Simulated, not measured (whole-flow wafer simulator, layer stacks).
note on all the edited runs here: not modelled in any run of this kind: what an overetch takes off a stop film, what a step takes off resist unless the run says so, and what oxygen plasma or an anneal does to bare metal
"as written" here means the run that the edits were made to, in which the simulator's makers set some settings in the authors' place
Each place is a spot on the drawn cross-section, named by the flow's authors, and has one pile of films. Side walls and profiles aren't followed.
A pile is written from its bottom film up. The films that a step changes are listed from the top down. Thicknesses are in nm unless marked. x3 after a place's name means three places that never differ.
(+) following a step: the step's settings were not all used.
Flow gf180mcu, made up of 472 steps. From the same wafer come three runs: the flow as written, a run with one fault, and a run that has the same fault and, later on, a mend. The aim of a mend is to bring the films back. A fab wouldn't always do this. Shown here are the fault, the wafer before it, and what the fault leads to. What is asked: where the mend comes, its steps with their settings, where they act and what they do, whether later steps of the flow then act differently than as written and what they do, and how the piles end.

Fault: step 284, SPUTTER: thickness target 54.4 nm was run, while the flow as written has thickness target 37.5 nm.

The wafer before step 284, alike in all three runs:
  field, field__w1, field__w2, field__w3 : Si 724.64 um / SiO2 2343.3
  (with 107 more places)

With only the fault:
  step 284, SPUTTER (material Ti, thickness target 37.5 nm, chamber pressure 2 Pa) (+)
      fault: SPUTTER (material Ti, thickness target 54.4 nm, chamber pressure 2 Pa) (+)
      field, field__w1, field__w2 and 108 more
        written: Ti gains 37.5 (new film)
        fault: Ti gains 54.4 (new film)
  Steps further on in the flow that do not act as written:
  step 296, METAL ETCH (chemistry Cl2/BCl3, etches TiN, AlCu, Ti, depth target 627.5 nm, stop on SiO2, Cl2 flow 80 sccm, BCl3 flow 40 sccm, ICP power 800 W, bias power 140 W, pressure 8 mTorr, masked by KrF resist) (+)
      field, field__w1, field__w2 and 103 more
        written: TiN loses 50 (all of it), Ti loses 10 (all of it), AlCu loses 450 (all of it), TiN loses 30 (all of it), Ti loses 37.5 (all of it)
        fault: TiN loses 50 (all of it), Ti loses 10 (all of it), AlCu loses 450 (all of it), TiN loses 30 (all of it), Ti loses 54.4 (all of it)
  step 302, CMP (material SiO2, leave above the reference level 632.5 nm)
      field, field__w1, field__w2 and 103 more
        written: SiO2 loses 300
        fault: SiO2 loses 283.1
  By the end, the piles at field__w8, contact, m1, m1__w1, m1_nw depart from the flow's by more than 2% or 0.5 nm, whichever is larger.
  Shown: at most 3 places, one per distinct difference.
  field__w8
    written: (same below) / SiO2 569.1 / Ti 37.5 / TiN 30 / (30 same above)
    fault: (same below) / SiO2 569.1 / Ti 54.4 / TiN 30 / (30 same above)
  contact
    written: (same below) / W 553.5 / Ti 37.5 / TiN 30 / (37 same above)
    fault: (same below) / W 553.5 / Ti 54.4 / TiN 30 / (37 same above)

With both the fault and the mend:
  The mend follows step 284.
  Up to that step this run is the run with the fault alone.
  step 284a, METAL ETCH (chemistry Cl2/BCl3, etches TiN, AlCu, Ti, depth target 16.9 nm, Cl2 flow 80 sccm, BCl3 flow 40 sccm, ICP power 800 W, bias power 140 W, pressure 8 mTorr) (a further turn of the flow's step 260, with different settings)
      field, field__w1, field__w2 and 108 more
        Ti loses 16.9
  None of the later steps of the flow acts differently than as written at any place that is followed.
  By the end, the piles equal the flow's at every place that both follow.
